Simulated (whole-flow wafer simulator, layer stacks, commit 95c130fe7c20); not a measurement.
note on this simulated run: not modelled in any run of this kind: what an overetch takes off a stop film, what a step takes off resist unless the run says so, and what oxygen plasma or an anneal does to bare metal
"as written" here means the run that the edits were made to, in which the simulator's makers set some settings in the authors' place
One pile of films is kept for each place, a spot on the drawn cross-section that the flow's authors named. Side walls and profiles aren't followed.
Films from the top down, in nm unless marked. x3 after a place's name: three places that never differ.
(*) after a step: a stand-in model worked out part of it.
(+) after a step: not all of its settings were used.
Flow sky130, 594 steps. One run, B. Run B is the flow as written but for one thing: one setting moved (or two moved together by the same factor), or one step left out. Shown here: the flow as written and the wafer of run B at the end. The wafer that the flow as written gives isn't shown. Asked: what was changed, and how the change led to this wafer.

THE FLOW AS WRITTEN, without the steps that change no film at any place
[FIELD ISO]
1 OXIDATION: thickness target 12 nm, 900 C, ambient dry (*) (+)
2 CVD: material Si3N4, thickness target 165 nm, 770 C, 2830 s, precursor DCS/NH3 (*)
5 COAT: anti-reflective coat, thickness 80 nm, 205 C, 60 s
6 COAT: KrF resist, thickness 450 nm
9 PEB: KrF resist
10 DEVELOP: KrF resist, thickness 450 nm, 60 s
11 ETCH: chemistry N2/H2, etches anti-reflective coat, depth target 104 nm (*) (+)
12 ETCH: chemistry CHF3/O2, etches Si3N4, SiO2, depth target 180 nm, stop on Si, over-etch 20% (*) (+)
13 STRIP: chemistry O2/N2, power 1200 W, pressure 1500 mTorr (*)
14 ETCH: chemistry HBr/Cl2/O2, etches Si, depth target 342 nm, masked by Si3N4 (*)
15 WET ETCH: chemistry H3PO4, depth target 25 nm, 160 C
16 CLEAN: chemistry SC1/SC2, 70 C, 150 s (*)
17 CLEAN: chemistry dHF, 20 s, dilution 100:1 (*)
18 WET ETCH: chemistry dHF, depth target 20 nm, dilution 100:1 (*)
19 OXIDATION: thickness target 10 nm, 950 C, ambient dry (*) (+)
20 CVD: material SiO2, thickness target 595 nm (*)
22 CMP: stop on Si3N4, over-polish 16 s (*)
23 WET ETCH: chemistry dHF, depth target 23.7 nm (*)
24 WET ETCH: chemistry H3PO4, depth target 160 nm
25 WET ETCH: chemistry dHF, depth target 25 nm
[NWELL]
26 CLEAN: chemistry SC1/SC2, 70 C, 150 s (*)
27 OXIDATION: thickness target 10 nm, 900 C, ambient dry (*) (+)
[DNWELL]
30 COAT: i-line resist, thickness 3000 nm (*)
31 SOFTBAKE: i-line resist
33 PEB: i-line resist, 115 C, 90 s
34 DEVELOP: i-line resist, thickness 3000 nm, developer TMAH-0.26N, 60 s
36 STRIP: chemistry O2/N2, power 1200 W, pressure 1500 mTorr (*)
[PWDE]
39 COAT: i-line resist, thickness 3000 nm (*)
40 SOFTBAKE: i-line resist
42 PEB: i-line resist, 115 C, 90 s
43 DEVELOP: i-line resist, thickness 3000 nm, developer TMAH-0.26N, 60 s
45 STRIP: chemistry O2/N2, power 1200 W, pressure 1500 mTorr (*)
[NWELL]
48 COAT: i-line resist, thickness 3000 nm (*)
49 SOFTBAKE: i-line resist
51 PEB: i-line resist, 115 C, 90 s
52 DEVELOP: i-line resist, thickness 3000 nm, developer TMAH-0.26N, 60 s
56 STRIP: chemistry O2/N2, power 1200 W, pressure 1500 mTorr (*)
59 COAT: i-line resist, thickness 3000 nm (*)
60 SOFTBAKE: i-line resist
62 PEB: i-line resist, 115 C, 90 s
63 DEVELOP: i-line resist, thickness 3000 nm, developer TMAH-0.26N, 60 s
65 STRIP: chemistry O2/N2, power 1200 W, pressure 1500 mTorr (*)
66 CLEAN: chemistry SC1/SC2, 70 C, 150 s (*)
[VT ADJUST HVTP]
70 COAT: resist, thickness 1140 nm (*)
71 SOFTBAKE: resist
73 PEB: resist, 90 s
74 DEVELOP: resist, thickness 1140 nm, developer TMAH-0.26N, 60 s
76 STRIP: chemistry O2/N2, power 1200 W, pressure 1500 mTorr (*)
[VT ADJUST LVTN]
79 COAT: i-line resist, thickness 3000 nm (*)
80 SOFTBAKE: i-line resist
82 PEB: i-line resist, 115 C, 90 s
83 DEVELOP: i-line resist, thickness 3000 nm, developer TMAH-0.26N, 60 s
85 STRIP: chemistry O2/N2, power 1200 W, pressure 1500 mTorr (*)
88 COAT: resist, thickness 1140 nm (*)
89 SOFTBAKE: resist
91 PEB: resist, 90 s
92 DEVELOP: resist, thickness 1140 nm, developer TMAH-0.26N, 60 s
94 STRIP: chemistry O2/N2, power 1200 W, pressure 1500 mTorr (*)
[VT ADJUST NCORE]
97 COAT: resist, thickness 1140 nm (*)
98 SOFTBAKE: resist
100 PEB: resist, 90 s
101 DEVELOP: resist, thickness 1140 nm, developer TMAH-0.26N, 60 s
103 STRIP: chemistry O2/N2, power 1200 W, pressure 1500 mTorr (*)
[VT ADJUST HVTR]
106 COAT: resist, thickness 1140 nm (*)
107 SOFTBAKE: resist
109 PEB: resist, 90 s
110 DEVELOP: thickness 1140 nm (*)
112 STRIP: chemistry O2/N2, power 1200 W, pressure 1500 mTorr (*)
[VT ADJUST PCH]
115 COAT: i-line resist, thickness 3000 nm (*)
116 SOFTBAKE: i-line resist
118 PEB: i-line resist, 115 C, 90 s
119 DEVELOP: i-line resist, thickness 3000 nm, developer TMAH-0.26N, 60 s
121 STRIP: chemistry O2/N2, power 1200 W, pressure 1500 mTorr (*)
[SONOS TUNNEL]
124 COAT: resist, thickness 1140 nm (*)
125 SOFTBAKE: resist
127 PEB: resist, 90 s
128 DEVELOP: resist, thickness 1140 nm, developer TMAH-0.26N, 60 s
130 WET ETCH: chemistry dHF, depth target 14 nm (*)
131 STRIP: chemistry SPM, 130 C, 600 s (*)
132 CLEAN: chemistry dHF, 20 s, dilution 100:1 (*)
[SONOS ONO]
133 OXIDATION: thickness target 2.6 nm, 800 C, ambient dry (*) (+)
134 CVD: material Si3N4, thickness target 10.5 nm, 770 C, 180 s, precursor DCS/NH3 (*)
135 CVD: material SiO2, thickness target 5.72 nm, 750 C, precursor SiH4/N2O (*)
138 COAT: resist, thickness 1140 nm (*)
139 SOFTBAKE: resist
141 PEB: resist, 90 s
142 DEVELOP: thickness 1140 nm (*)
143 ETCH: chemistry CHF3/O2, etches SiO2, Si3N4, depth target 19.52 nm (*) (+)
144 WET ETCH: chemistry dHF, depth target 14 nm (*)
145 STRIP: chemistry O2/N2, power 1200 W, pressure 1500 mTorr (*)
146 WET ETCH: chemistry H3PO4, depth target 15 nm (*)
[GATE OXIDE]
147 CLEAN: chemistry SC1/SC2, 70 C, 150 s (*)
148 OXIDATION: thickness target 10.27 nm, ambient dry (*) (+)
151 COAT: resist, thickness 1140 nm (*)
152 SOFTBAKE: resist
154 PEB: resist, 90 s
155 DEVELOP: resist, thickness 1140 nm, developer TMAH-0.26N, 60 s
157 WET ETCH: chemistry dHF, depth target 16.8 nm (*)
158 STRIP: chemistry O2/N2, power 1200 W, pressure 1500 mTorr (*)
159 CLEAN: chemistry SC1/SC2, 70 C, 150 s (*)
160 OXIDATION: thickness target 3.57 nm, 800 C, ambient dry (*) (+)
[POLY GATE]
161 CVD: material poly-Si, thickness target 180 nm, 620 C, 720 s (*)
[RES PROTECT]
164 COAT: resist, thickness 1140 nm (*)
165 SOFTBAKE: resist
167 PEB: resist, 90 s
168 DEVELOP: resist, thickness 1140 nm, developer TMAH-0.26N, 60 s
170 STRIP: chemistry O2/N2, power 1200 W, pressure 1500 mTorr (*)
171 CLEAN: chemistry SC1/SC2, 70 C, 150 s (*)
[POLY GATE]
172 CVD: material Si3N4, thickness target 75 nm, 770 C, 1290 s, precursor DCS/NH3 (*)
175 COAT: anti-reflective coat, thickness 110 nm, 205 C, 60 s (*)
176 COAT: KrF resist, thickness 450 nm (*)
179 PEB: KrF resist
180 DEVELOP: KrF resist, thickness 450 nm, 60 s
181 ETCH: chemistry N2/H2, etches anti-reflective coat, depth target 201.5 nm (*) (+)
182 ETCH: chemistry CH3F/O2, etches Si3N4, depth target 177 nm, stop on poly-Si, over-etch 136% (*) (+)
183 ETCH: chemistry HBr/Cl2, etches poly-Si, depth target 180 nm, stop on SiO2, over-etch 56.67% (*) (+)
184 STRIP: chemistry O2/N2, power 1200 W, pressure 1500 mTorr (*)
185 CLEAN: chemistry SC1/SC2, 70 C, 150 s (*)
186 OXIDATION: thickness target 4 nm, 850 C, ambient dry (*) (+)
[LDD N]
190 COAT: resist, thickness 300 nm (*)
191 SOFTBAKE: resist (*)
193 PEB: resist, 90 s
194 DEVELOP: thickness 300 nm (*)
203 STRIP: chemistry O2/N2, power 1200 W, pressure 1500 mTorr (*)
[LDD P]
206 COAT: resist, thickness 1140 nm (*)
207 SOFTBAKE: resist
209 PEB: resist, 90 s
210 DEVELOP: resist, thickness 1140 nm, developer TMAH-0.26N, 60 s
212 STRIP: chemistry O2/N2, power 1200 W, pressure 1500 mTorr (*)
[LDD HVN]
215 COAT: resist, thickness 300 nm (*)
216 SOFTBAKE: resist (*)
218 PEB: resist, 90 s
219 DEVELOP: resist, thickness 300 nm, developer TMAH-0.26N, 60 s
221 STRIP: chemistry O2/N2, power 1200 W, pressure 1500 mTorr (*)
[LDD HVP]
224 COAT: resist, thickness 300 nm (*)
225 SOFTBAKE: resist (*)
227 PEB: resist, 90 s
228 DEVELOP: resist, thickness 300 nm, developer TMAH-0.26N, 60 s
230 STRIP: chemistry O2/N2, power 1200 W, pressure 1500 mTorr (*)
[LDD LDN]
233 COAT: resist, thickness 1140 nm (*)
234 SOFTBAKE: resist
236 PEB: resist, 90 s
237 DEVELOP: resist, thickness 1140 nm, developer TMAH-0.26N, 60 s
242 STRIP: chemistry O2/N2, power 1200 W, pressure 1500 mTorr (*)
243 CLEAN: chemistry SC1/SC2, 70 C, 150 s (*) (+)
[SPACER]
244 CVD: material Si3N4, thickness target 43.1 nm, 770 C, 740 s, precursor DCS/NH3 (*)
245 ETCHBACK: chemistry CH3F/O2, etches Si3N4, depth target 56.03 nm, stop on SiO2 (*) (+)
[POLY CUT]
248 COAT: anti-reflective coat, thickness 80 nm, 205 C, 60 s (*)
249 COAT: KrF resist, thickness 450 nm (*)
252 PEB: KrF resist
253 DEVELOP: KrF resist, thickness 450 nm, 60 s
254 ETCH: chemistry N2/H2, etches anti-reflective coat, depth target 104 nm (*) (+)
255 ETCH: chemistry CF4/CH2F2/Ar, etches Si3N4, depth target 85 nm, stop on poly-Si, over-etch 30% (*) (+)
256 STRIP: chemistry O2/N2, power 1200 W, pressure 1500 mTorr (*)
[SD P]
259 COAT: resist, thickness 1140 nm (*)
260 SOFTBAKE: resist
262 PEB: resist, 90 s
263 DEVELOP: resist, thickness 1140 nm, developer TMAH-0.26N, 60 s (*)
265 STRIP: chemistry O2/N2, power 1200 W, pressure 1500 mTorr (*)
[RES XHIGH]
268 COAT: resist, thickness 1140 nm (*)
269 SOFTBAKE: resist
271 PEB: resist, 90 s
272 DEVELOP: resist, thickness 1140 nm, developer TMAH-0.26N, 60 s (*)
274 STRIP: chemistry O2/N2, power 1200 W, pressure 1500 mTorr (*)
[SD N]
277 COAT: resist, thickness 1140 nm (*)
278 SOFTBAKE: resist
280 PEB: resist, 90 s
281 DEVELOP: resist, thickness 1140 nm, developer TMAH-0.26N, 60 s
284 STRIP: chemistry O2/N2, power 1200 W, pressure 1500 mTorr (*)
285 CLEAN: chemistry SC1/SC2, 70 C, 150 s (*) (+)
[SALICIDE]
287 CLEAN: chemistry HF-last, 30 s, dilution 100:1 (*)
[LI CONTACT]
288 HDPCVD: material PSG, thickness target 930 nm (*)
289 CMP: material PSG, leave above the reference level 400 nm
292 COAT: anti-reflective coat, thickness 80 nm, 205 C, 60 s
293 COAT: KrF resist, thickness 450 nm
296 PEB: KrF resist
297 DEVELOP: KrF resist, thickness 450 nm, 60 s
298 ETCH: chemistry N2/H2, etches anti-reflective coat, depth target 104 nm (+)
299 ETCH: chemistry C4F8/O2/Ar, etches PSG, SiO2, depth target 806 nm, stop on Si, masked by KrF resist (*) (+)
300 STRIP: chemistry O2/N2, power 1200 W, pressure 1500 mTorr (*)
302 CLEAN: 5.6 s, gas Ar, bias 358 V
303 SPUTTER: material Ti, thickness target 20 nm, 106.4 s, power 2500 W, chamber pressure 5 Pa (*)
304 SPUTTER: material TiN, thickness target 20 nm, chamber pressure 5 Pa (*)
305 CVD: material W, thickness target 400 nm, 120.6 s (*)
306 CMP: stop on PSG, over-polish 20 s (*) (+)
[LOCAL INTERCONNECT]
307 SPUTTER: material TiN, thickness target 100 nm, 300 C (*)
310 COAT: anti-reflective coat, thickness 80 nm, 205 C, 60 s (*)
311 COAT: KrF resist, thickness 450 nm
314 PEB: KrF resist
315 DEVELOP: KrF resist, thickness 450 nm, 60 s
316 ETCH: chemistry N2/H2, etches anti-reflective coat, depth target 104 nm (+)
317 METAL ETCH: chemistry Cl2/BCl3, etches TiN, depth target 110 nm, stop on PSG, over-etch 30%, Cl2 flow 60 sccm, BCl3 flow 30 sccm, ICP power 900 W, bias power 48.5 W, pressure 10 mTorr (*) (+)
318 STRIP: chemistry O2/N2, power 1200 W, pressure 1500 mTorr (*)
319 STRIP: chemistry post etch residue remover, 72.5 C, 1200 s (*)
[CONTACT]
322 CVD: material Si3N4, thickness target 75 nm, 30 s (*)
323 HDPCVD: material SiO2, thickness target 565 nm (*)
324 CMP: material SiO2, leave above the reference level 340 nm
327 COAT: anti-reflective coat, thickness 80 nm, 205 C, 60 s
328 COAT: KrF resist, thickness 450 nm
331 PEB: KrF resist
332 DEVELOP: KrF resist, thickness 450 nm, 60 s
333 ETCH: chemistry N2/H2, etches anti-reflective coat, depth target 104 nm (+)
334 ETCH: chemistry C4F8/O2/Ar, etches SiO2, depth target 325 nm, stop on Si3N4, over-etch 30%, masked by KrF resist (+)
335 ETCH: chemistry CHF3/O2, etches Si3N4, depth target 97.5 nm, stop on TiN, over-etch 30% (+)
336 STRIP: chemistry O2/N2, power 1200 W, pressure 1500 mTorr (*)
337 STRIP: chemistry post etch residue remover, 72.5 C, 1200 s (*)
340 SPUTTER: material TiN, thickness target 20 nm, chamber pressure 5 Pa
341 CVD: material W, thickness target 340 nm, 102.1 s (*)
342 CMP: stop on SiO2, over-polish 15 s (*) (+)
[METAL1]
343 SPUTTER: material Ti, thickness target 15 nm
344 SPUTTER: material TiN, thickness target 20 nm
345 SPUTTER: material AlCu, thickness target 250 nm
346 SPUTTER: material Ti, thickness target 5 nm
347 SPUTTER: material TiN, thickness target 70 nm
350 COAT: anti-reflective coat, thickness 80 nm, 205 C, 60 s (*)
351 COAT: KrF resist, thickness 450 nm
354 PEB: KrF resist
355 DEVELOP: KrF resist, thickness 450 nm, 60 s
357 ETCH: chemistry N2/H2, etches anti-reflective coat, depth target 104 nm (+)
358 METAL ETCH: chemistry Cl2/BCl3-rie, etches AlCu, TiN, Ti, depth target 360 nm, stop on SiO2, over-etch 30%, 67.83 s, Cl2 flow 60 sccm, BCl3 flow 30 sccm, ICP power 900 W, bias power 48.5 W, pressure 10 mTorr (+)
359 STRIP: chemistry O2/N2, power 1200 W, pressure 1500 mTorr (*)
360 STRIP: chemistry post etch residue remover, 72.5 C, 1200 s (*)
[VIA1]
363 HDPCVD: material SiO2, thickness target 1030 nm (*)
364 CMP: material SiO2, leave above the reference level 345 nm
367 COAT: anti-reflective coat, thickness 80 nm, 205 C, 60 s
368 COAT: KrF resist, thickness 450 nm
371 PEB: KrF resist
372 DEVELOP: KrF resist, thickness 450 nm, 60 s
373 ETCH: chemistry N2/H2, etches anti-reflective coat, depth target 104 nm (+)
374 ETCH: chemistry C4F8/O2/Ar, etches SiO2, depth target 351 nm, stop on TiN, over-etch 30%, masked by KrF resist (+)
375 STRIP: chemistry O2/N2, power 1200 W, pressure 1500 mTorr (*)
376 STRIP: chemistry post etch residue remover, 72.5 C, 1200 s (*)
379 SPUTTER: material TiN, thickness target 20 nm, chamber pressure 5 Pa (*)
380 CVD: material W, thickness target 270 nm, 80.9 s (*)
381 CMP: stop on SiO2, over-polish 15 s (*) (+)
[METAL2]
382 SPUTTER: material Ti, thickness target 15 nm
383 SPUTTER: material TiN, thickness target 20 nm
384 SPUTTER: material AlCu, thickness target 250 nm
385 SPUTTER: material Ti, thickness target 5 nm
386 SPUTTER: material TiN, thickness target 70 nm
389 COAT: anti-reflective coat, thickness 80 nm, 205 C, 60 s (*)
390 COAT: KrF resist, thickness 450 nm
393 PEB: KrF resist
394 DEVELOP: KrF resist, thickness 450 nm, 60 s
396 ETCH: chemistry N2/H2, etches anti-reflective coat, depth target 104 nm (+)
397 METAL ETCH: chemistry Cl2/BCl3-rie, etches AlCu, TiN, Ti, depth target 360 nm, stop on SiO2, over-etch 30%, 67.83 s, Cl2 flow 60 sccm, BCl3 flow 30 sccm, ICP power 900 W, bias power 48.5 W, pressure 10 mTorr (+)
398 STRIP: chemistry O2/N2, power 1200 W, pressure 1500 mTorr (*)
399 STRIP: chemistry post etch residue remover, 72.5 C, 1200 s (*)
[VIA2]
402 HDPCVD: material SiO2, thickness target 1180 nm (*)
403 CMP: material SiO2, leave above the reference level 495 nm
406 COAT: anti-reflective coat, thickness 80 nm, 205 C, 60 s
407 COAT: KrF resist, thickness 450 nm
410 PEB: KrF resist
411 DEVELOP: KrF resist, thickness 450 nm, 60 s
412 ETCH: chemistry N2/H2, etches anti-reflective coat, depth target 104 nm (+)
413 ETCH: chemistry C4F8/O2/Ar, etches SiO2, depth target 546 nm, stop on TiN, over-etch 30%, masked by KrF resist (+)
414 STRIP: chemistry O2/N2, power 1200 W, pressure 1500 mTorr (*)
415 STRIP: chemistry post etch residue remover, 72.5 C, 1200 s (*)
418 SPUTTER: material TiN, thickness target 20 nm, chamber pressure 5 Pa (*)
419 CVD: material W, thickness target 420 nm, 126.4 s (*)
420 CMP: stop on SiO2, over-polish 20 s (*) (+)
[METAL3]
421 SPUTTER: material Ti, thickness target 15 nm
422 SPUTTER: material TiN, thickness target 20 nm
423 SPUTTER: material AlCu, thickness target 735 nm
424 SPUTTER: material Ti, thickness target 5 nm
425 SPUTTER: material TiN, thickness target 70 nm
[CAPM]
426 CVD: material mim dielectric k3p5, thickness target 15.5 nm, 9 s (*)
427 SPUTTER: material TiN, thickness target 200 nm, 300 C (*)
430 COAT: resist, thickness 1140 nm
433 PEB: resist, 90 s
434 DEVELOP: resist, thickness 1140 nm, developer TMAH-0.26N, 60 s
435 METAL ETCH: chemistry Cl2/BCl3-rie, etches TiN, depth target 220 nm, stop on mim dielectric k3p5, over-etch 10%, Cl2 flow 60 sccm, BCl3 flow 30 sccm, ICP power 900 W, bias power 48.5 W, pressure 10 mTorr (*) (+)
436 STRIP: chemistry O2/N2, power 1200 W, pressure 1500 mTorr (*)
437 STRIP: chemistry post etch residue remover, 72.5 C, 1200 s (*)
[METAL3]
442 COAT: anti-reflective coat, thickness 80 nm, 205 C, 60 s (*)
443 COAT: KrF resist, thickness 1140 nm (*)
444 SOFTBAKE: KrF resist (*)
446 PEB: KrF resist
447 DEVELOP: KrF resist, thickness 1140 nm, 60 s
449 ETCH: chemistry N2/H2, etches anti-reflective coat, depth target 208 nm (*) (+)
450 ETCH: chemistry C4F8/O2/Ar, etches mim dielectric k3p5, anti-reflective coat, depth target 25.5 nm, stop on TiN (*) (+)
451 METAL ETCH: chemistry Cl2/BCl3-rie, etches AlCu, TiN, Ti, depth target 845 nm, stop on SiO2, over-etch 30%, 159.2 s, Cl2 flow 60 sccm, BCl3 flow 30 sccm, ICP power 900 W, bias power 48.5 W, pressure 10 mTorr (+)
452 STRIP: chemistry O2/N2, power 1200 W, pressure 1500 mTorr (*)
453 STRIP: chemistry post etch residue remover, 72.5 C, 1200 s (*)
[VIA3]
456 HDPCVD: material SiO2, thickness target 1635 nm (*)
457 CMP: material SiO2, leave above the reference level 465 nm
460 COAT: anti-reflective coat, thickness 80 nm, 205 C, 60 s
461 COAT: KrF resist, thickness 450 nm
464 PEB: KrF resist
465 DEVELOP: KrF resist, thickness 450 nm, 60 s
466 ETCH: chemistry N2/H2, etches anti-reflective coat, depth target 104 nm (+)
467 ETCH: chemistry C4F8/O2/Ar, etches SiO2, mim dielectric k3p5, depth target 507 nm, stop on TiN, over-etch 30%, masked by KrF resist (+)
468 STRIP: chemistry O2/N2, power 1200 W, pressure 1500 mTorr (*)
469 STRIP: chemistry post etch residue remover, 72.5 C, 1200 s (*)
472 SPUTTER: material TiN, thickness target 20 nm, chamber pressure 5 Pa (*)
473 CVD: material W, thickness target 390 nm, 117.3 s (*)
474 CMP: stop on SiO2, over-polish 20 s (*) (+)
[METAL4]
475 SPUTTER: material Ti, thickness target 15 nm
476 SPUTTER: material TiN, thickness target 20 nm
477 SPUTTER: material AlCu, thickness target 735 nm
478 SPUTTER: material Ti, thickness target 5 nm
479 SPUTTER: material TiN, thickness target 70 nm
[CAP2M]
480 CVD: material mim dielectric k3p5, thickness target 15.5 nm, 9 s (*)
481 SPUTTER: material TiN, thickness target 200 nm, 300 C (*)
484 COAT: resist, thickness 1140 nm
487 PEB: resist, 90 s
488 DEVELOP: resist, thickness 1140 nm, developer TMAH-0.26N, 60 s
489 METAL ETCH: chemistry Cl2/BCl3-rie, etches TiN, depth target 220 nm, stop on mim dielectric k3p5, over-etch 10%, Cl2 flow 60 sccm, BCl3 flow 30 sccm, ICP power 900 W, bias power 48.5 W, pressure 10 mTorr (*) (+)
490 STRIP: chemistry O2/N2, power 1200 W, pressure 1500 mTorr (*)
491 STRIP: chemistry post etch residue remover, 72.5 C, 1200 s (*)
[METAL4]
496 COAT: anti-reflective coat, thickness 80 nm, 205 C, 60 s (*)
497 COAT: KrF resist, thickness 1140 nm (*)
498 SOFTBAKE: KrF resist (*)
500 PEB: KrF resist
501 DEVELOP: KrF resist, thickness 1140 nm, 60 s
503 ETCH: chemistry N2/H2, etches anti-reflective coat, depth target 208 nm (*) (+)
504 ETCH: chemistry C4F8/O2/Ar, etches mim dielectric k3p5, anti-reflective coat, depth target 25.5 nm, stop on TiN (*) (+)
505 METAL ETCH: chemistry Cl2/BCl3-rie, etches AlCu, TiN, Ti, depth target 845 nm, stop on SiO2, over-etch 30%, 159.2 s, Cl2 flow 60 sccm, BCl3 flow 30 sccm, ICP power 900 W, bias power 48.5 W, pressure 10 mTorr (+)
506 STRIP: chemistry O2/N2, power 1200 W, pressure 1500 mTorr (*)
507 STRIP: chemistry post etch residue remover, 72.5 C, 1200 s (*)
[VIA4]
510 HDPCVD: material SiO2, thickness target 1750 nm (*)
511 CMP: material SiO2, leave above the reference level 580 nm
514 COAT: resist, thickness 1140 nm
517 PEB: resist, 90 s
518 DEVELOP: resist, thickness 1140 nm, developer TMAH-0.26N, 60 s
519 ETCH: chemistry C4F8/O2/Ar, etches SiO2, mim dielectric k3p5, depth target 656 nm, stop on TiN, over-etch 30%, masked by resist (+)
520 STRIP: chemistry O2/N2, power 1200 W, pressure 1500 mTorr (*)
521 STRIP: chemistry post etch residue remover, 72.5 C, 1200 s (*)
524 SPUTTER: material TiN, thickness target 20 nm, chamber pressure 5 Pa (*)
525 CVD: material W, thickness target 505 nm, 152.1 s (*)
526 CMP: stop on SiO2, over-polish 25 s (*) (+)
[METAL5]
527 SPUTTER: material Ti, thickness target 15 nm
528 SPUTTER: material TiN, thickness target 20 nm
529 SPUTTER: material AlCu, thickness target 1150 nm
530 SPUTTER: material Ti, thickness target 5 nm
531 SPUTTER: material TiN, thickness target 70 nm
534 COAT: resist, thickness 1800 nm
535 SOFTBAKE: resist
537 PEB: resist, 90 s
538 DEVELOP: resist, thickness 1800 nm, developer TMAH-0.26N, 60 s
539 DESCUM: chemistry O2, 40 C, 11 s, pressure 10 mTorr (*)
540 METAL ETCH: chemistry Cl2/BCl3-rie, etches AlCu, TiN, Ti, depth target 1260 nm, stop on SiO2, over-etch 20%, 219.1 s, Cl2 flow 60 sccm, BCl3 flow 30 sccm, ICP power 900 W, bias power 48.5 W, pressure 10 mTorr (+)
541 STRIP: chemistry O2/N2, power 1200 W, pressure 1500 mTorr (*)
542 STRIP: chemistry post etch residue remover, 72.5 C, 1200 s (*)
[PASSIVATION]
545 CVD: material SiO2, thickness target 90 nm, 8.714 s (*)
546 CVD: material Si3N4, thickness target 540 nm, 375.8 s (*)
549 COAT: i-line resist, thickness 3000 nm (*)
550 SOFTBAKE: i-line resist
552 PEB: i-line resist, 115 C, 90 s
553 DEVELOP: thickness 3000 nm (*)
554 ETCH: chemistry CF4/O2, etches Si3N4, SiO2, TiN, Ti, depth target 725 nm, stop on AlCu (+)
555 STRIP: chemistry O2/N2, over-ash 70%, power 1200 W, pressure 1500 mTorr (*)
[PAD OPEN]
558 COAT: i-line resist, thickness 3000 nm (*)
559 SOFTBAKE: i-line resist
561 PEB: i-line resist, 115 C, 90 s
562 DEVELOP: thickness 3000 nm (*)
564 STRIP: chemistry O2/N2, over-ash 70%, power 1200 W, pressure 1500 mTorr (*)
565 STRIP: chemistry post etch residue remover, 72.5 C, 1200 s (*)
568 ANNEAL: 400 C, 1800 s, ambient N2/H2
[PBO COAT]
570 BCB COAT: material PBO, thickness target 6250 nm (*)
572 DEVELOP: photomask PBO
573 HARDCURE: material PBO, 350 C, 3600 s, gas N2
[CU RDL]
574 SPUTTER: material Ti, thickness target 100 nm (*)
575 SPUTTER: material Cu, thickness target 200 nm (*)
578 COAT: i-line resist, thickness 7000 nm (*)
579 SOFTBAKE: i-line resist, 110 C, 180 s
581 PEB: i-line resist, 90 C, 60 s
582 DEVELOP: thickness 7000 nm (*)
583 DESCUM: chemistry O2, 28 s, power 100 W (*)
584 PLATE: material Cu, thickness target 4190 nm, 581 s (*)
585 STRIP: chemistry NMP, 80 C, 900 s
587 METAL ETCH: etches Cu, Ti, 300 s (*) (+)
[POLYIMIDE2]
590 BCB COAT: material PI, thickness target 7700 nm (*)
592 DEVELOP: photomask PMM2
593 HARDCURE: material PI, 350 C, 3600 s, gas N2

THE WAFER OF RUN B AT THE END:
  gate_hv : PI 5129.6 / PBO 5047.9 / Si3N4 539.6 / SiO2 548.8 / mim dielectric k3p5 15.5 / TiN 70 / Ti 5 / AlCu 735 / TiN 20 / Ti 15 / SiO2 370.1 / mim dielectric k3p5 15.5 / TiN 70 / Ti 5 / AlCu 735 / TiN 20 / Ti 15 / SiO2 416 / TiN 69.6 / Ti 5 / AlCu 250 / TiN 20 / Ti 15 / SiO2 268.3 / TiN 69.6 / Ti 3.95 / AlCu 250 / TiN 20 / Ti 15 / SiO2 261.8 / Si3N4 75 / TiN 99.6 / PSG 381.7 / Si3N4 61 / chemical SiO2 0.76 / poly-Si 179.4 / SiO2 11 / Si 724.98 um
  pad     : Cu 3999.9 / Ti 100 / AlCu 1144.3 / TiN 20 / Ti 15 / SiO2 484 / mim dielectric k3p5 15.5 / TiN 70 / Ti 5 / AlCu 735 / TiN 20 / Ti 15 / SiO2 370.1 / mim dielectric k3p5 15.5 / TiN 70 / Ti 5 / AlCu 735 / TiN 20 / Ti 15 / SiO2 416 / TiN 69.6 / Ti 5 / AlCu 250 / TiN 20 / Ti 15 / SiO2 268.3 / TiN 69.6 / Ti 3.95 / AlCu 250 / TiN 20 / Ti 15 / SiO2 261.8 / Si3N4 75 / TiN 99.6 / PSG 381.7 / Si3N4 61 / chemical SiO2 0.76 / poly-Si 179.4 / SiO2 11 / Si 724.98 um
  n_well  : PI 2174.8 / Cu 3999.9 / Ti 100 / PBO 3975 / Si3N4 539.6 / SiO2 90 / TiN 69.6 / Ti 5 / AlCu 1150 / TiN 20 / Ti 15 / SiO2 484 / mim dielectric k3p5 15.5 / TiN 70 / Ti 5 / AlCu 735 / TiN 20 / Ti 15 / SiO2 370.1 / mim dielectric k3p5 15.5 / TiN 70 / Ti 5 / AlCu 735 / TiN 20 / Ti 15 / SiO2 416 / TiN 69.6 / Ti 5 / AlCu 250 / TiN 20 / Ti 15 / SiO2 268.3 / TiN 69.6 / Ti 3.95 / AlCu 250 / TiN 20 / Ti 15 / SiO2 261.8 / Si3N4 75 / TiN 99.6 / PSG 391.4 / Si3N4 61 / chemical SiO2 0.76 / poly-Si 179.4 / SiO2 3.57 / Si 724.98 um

The cause: step 346, SPUTTER: thickness target 3.95 nm was run, where the flow has thickness target 5 nm.
It can be read off the wafer: gate_hv has Ti 3.95, and step 346 as written asks for 5 nm.

How the change led to this, step by step:
  346 SPUTTER: material Ti, thickness target 5 nm
      field, active, n_well and 188 more: Ti +3.95 (new film) (as written it would be: Ti +5 (new film))
  358 METAL ETCH: chemistry Cl2/BCl3-rie, etches AlCu, TiN, Ti, depth target 360 nm, stop on SiO2, over-etch 30%, 67.83 s, Cl2 flow 60 sccm, BCl3 flow 30 sccm, ICP power 900 W, bias power 48.5 W, pressure 10 mTorr (+)
      field, active, gate and 81 more: TiN -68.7 (all of it), Ti -3.95 (all of it), AlCu -250 (all of it), TiN -20 (all of it), Ti -15 (all of it), SiO2 -11 (as written it would be: TiN -68.7 (all of it), Ti -5 (all of it), AlCu -250 (all of it), TiN -20 (all of it), Ti -15 (all of it), SiO2 -10.9)
